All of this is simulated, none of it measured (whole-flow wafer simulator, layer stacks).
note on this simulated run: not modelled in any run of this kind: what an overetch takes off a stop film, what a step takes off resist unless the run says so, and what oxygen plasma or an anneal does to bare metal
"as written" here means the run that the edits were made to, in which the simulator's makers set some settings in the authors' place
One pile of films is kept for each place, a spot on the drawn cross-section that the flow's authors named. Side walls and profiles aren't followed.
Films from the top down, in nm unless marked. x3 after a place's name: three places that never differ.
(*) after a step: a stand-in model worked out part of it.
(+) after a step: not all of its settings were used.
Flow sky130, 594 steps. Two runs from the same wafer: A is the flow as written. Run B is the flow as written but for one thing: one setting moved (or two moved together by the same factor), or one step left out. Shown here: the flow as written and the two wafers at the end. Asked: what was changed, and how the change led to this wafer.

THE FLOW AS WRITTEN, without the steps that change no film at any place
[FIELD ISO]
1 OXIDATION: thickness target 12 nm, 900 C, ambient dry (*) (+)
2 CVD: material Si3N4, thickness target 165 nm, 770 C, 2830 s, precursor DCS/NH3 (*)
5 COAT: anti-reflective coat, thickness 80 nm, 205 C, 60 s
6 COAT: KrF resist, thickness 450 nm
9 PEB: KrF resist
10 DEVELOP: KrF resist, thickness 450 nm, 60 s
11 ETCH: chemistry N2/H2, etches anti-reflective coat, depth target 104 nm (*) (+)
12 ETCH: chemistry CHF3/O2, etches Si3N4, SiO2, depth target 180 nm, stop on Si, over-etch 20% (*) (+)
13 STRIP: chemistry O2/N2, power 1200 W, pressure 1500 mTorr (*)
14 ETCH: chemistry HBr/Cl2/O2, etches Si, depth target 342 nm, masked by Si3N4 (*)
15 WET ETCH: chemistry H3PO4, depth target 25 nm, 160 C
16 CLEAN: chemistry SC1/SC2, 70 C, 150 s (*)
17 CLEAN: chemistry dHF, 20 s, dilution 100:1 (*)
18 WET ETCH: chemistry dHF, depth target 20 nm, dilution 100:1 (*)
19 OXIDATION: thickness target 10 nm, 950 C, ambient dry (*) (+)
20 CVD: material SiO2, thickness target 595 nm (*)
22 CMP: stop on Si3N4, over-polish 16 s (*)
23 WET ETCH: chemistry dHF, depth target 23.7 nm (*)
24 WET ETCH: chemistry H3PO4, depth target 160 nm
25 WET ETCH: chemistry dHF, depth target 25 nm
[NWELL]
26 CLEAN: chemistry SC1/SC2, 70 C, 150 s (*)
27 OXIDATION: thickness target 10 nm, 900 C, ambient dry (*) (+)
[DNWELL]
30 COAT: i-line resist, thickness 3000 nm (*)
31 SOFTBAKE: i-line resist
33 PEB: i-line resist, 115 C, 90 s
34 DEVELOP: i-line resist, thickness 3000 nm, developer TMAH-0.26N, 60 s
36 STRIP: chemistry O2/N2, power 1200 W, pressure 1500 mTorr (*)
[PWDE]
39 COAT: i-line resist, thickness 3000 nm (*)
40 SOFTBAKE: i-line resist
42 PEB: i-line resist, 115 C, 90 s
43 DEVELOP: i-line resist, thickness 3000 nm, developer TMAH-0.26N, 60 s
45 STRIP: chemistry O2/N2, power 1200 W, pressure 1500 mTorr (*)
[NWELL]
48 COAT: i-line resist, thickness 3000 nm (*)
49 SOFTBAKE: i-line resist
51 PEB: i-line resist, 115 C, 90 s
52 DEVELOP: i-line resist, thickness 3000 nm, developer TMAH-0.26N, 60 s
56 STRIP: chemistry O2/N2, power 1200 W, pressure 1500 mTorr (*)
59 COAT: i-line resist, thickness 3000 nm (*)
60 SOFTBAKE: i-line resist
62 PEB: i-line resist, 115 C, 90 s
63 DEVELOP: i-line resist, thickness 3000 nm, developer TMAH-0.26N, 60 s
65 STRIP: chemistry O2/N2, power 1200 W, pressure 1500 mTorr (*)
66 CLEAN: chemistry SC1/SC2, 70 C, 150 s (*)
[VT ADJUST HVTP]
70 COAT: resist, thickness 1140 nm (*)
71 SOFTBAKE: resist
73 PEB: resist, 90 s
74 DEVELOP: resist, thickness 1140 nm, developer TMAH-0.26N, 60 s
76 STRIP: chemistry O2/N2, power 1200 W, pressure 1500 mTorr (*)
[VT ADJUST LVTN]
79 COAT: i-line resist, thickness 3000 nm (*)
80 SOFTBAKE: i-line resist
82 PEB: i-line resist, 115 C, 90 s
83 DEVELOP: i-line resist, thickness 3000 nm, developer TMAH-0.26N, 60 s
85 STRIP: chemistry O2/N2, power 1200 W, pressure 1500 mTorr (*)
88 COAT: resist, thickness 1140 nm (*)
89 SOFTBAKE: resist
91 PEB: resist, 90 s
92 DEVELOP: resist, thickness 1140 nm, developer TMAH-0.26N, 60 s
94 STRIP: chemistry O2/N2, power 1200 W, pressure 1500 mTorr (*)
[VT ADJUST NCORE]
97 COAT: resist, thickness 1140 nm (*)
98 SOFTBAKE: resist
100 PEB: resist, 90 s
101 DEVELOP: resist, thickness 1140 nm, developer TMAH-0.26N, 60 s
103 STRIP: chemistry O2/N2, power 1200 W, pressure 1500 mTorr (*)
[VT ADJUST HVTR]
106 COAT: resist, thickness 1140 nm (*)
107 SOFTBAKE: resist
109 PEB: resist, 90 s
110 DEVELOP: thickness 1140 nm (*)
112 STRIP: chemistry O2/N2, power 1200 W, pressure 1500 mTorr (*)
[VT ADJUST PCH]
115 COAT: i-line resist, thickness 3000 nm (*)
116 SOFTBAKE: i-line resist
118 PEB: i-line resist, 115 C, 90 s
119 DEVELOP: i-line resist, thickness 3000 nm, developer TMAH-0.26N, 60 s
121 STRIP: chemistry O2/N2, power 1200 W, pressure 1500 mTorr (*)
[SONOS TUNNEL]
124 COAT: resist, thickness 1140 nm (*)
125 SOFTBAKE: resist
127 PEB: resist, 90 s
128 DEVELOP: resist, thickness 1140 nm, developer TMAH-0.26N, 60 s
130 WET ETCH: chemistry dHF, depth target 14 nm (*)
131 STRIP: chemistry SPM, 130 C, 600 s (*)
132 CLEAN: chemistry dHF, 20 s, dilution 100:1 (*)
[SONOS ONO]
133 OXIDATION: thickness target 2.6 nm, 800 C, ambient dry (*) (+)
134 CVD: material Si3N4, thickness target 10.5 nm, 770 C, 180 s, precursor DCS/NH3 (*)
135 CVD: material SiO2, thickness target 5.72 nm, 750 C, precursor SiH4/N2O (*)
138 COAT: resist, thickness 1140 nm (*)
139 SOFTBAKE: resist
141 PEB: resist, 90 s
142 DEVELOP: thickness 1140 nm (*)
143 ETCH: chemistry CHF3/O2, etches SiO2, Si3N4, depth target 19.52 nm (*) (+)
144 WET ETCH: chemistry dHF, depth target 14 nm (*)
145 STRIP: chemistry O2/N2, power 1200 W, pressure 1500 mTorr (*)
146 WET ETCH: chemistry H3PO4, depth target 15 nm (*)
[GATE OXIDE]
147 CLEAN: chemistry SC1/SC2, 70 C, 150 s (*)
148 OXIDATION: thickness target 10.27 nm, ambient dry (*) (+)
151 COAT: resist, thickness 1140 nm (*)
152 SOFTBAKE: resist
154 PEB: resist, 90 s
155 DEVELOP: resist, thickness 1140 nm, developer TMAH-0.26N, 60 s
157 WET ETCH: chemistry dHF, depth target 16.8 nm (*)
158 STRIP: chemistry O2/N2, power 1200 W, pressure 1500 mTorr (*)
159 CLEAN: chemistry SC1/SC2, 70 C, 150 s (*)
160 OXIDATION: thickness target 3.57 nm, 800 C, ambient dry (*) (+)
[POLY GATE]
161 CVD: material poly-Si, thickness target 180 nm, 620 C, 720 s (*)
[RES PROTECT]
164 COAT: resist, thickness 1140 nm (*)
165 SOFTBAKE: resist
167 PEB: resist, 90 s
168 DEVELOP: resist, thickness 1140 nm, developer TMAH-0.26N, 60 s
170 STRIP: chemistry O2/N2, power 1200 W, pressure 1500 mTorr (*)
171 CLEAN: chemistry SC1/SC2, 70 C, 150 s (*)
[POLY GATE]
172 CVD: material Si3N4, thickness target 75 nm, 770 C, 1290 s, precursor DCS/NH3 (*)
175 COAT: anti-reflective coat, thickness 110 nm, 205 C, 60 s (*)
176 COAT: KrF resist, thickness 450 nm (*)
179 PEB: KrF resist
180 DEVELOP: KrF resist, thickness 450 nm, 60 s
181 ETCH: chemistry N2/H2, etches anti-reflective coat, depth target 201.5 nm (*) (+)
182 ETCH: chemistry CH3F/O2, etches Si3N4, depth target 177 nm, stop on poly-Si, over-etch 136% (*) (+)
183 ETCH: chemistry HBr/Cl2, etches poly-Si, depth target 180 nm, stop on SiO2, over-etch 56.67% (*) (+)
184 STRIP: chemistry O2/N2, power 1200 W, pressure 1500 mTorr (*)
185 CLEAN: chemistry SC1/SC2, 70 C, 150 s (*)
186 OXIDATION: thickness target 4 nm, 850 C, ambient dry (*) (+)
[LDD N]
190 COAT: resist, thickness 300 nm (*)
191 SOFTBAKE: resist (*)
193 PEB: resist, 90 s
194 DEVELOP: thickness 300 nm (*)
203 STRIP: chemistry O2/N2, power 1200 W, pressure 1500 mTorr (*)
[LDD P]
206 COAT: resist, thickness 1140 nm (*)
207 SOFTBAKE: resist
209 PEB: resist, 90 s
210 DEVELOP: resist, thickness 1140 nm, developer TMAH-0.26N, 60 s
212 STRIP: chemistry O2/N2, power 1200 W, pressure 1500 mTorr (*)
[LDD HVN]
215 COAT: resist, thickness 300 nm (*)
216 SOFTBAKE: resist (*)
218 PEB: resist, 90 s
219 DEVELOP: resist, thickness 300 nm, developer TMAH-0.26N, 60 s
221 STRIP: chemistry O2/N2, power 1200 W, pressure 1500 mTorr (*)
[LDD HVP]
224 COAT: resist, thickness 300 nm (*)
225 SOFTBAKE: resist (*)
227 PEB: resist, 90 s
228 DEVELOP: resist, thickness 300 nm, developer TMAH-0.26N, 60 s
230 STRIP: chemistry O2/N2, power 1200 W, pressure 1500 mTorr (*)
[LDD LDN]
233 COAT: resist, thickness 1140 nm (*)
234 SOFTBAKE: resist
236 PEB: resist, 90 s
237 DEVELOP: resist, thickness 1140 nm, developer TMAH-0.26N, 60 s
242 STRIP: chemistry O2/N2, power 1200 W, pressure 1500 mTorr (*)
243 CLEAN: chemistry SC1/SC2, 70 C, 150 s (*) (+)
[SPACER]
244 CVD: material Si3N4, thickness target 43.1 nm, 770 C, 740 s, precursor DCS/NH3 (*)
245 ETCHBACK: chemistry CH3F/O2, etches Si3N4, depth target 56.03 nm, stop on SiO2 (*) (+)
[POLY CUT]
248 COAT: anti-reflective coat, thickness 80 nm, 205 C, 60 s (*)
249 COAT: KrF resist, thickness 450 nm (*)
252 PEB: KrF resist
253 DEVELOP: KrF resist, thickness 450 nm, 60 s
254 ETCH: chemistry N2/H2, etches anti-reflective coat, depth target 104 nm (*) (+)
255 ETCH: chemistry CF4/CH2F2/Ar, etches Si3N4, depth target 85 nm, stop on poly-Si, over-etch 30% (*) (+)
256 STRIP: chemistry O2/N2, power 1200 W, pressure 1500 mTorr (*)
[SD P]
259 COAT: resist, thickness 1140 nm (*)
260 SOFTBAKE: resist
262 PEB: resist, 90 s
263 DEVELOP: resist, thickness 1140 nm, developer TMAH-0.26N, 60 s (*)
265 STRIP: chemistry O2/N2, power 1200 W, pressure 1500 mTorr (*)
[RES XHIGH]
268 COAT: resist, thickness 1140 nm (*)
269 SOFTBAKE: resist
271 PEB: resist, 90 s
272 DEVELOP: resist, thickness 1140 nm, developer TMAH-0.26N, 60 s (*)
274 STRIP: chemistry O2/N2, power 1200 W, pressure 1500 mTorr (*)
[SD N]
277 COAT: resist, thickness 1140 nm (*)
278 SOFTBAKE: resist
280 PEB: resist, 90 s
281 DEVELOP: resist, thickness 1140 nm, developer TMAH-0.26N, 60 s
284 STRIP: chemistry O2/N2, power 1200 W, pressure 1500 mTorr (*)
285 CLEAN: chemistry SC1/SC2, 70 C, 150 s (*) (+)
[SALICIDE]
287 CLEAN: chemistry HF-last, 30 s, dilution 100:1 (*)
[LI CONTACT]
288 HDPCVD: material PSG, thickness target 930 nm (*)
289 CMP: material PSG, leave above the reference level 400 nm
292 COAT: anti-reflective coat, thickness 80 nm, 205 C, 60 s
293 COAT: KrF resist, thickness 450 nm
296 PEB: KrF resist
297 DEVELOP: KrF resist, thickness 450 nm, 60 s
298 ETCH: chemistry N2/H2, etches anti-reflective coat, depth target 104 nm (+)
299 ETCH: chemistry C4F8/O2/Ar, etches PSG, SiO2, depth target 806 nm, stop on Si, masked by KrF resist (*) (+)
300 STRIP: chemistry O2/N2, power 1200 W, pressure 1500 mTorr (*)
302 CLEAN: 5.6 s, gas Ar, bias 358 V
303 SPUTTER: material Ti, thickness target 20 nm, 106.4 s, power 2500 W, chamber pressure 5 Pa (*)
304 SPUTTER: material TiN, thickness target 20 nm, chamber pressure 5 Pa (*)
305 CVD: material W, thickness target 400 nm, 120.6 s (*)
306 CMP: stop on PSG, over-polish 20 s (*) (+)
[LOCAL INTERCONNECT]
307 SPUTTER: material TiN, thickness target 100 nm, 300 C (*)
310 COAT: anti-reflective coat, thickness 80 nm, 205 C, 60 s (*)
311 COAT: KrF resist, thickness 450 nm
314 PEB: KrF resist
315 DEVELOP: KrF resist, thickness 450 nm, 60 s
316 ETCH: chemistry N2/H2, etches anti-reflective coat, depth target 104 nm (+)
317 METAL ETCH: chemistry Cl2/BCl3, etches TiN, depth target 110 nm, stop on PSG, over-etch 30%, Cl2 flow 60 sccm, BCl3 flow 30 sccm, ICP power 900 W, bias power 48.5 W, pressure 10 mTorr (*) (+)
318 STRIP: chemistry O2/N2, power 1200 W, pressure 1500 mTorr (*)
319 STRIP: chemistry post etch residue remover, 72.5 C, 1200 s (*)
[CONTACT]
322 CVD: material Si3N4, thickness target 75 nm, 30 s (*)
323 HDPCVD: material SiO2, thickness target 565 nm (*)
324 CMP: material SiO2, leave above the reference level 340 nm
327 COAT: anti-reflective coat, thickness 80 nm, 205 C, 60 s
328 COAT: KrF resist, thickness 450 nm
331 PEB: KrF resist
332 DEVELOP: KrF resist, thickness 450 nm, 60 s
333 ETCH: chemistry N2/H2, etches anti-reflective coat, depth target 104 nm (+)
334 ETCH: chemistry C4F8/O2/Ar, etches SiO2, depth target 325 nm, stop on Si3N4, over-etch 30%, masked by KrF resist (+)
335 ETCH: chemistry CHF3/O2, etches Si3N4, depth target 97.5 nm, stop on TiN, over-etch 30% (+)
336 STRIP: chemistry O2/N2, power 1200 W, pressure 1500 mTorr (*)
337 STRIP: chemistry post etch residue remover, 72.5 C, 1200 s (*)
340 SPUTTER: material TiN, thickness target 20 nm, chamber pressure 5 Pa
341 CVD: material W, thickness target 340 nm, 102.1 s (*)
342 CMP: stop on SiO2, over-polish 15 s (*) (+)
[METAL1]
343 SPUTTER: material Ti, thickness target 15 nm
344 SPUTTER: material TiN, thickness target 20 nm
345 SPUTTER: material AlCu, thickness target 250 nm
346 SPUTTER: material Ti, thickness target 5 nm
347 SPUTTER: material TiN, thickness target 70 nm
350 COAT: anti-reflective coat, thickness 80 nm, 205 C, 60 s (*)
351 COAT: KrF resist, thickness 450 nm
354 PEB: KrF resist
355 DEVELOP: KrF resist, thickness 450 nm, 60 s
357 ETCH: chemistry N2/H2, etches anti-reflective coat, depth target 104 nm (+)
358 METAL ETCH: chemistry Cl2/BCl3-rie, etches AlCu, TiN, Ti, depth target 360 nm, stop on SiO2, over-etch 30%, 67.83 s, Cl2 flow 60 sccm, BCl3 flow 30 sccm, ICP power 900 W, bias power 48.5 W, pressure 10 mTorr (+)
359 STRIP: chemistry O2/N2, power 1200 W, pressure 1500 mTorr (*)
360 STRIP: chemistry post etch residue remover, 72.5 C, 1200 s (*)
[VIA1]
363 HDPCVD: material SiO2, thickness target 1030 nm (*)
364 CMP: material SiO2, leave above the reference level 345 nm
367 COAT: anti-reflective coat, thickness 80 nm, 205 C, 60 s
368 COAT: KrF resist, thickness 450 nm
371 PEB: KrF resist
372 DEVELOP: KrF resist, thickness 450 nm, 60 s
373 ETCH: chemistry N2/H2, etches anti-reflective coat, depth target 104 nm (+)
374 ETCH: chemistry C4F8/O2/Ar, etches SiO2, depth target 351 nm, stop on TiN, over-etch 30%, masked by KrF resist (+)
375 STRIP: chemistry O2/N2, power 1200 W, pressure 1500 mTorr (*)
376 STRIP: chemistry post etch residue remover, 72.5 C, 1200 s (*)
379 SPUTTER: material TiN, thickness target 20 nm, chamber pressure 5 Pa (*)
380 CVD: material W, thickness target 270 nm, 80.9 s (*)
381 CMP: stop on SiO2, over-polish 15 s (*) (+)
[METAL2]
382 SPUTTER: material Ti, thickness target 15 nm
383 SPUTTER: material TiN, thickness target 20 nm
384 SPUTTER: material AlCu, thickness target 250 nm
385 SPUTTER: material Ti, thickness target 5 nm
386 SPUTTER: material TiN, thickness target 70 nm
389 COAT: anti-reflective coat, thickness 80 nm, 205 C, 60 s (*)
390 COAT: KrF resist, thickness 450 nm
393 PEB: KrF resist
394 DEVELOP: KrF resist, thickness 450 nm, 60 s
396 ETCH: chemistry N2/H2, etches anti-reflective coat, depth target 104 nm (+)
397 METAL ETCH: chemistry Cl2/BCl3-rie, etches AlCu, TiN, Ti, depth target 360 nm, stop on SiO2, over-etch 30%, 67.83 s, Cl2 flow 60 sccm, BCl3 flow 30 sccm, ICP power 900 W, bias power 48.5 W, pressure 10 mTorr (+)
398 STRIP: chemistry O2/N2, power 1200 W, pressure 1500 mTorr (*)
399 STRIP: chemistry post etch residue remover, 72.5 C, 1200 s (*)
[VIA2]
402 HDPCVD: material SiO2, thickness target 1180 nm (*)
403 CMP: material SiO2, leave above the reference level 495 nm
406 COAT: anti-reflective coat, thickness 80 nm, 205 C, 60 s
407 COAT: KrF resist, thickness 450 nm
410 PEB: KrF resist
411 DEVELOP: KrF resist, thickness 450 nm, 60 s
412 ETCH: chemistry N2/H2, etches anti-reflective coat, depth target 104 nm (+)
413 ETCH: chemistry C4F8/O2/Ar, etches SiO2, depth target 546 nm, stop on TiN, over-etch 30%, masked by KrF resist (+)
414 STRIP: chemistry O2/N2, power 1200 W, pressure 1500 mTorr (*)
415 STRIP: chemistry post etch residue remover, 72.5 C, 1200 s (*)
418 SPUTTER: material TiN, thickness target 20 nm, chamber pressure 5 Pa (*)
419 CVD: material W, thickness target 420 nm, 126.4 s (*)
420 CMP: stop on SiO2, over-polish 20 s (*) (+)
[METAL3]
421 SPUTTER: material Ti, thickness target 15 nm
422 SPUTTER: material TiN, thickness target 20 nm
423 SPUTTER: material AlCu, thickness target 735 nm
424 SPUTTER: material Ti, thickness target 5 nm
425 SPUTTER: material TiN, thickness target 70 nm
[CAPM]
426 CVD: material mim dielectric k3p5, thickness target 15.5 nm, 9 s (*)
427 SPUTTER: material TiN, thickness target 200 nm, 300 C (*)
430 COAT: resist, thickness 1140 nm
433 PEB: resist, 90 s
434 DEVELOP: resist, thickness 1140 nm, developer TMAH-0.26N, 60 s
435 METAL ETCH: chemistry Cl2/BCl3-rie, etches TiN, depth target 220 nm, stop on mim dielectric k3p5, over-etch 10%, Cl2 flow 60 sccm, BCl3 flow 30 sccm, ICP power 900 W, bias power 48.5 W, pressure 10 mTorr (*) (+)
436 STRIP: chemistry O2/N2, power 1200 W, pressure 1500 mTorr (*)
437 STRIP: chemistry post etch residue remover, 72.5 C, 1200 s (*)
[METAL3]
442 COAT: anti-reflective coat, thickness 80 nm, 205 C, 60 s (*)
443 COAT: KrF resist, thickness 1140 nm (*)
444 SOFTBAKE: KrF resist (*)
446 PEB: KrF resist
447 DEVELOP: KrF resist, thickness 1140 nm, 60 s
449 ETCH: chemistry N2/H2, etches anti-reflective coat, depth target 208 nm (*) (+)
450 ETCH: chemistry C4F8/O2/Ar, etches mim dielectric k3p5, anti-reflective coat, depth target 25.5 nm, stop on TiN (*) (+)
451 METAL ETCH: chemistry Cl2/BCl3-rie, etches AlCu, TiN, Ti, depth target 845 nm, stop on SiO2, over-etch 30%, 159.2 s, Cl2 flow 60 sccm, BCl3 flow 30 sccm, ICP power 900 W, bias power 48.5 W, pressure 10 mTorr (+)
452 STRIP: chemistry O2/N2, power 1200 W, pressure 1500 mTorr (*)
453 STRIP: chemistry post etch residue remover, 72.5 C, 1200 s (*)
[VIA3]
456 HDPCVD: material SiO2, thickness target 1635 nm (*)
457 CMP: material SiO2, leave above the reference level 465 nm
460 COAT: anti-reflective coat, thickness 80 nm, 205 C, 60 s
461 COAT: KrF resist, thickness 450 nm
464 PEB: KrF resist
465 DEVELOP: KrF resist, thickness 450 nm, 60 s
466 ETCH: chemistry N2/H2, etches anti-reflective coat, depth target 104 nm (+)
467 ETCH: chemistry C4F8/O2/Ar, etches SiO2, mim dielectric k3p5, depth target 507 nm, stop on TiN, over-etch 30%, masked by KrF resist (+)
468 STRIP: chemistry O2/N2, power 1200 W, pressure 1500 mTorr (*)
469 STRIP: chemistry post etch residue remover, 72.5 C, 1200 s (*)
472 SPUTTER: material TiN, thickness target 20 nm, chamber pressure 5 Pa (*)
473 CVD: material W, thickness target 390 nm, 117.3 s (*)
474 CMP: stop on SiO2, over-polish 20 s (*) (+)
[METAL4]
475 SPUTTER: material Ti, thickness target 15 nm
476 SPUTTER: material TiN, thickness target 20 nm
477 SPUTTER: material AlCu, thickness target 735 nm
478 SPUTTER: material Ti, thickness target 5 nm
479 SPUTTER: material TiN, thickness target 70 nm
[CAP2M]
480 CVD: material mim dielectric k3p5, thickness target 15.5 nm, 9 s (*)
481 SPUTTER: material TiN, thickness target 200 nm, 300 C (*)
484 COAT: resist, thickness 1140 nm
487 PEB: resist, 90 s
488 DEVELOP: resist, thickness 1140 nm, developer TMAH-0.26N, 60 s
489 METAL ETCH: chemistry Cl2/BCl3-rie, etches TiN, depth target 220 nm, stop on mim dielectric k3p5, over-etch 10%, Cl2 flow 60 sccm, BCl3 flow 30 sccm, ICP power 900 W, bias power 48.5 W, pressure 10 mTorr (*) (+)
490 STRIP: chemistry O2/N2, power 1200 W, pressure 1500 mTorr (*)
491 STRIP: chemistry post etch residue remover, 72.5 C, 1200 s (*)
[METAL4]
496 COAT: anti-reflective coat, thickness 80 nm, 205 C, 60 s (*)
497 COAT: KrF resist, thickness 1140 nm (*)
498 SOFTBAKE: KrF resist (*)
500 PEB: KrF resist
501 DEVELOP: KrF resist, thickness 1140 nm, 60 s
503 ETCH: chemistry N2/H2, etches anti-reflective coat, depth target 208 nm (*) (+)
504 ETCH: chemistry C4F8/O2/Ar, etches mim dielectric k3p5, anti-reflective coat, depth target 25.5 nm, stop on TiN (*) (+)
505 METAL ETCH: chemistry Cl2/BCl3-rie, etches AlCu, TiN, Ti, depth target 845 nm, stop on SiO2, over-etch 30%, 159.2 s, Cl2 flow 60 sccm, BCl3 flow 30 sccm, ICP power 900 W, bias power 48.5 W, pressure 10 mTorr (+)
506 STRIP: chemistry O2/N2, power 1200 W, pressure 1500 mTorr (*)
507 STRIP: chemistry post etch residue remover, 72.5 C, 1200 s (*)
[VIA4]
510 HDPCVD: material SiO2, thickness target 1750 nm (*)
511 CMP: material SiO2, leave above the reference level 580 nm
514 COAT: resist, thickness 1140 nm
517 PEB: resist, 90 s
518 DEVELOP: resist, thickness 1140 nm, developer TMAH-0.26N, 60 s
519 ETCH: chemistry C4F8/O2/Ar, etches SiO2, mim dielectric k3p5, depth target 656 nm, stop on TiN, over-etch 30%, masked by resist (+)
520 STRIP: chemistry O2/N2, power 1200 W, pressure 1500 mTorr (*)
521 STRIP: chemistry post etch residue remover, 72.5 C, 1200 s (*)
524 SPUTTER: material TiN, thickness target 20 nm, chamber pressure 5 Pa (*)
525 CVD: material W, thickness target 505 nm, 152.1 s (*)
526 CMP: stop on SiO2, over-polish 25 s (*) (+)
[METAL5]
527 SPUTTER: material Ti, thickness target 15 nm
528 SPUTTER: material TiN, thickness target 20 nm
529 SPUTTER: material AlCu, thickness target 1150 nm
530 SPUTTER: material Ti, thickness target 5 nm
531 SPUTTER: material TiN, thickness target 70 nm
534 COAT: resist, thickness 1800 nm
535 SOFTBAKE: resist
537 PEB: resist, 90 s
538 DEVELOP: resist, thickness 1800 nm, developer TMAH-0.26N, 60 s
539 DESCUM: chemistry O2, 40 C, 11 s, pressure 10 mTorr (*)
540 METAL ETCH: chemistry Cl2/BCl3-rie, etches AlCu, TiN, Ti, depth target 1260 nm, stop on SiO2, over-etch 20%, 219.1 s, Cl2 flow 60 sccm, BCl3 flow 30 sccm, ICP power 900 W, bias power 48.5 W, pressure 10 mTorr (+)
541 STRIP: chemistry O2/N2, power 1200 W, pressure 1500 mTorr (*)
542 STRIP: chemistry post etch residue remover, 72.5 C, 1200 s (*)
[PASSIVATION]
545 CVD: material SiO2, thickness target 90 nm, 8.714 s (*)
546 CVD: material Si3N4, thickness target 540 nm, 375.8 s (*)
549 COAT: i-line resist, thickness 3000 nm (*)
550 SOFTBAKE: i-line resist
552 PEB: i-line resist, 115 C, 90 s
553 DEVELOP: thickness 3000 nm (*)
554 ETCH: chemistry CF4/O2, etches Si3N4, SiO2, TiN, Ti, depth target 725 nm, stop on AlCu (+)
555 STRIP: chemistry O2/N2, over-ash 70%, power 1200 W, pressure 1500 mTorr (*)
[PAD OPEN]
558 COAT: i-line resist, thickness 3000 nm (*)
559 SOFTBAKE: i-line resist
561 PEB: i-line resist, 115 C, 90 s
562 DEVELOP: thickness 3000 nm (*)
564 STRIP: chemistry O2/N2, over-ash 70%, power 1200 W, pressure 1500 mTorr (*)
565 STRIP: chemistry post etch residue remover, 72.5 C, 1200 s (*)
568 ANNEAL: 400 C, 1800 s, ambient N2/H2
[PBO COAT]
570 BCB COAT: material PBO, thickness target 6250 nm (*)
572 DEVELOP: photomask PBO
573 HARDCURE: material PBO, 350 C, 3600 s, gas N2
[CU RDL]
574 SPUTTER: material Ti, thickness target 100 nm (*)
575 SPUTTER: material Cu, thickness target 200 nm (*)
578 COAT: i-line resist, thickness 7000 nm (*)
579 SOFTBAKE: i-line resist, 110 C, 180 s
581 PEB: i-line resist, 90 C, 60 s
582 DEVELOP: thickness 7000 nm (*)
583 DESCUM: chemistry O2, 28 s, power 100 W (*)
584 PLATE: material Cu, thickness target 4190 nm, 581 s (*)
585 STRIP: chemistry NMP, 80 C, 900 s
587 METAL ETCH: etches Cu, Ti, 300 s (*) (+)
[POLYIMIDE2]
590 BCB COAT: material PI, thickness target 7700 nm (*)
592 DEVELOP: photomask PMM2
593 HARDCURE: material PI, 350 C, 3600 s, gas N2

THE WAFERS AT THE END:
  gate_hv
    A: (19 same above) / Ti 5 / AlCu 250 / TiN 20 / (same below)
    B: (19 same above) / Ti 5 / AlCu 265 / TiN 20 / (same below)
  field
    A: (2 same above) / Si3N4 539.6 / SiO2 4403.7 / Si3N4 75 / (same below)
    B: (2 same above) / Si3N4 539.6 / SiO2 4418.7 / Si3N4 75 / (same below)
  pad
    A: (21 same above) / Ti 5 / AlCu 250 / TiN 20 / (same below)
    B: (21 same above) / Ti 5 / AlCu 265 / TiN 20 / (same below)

The cause: step 384, SPUTTER: thickness target 265 nm was run, where the flow has thickness target 250 nm.
It can be read off the wafer: gate_hv has AlCu 265, and step 384 as written asks for 250 nm.

How the change led to this, step by step:
  384 SPUTTER: material AlCu, thickness target 250 nm
      field, active, n_well and 188 more: A AlCu +250 (new film) | B AlCu +265 (new film)
  397 METAL ETCH: chemistry Cl2/BCl3-rie, etches AlCu, TiN, Ti, depth target 360 nm, stop on SiO2, over-etch 30%, 67.83 s, Cl2 flow 60 sccm, BCl3 flow 30 sccm, ICP power 900 W, bias power 48.5 W, pressure 10 mTorr (+)
      field, active, gate and 82 more: A TiN -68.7 (all of it), Ti -5 (all of it), AlCu -250 (all of it), TiN -20 (all of it), Ti -15 (all of it), SiO2 -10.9 | B TiN -68.7 (all of it), Ti -5 (all of it), AlCu -265 (all of it), TiN -20 (all of it), Ti -15 (all of it), SiO2 -9.43
  403 CMP: material SiO2, leave above the reference level 495 nm
      field, active, gate and 82 more: A SiO2 -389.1 | B SiO2 -375.6
